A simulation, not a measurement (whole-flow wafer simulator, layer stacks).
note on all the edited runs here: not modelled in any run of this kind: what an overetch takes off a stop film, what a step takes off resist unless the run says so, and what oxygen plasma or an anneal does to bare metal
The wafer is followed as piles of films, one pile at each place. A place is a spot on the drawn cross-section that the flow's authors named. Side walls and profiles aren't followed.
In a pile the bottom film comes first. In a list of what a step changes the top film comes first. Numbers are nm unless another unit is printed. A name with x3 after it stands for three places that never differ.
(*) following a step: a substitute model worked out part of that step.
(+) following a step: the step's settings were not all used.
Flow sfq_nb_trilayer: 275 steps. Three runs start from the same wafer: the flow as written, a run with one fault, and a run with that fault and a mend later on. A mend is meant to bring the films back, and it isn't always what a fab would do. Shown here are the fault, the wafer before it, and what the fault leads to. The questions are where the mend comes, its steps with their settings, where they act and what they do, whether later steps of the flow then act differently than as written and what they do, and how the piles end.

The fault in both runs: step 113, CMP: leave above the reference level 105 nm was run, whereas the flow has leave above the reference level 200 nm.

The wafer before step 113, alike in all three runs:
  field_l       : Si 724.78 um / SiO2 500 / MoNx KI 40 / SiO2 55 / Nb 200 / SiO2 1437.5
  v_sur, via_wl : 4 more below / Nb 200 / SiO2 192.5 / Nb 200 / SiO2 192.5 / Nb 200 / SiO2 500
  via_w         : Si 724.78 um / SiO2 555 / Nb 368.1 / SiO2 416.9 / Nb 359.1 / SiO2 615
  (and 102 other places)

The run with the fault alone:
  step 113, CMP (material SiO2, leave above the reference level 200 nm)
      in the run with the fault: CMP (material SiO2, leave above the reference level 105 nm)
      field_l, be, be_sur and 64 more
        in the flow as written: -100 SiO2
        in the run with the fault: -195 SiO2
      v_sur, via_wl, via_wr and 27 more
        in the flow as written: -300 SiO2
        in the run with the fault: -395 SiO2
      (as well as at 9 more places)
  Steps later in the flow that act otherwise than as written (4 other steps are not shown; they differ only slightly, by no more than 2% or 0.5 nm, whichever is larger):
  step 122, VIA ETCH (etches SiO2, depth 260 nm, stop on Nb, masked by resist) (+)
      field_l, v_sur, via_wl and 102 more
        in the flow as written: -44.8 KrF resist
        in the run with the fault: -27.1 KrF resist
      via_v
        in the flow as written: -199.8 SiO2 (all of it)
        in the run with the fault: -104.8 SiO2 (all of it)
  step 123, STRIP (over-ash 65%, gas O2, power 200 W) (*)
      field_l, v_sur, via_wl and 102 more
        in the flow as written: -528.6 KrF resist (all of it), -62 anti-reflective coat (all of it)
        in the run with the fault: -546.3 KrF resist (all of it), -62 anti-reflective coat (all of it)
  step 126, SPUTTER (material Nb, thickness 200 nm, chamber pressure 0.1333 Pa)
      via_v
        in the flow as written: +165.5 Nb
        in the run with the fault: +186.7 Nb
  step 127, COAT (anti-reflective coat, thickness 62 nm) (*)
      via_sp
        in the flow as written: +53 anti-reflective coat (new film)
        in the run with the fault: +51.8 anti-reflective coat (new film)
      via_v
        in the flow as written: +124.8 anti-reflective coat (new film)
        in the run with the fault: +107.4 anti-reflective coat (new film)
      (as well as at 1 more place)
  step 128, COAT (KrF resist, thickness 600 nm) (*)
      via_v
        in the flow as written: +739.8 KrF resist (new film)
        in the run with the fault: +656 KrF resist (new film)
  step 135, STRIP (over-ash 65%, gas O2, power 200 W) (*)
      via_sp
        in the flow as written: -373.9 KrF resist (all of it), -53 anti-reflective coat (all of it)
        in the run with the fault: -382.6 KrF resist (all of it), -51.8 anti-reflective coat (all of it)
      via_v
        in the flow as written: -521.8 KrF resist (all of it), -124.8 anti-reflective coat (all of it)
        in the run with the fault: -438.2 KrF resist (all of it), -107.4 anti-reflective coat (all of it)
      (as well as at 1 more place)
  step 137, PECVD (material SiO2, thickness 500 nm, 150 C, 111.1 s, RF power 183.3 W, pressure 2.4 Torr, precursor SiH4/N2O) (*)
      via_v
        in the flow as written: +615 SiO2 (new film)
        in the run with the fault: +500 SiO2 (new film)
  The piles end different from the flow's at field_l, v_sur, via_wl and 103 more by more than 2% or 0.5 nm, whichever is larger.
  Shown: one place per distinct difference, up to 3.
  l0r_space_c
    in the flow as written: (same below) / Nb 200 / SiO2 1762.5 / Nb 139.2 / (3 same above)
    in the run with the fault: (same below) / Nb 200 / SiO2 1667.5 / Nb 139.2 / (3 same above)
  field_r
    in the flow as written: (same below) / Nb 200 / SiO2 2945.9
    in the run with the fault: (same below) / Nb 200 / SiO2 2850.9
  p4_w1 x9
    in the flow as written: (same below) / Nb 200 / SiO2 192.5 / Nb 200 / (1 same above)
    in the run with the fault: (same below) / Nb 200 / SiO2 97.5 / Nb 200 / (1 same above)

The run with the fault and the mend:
  After step 120 comes the mend.
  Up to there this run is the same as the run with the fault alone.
  step 120a, STRIP (over-ash 65%, gas O2, power 200 W) (*)
      field_l, v_sur, via_wl and 102 more
        -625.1 KrF resist (all of it), -62 anti-reflective coat (all of it)
      via_v
        -62 anti-reflective coat (all of it)
  step 120b, PECVD (material SiO2, thickness 95 nm, 150 C, 21.11 s, RF power 183.3 W, pressure 2.4 Torr, precursor SiH4/N2O) (a further turn of the flow's step 112, with different settings)
      field_l, v_sur, via_wl and 103 more
        +95 SiO2
  step 120c, COAT (anti-reflective coat, thickness 62 nm) (a further turn of the flow's step 115)
      field_l, v_sur, via_wl and 103 more
        +62 anti-reflective coat (new film)
  step 120d, COAT (KrF resist, thickness 650 nm) (a further turn of the flow's step 116)
      field_l, v_sur, via_wl and 103 more
        +650 KrF resist (new film)
  step 120e, SOFTBAKE (KrF resist) (a further turn of the flow's step 117)
      leaves every film unchanged at each place that is followed
  step 120f, EXPOSE (photomask I3, dose 11.91 mJ/cm2, NA 0.6, wavelength 248 nm) (*) (a further turn of the flow's step 118)
      leaves every film unchanged at each place that is followed
  step 120g, PEB (KrF resist, 90 s) (a further turn of the flow's step 119)
      field_l, v_sur, via_wl and 103 more
        -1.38 KrF resist
  step 120h, DEVELOP (KrF resist, thickness 650 nm, 60 s) (a further turn of the flow's step 120)
      field_l, v_sur, via_wl and 102 more
        -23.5 KrF resist
      via_v
        -648.6 KrF resist (all of it)
  Every later step of the flow that is run acts as written at every place that is followed.
  The piles end the same as the flow's at every place that both follow.
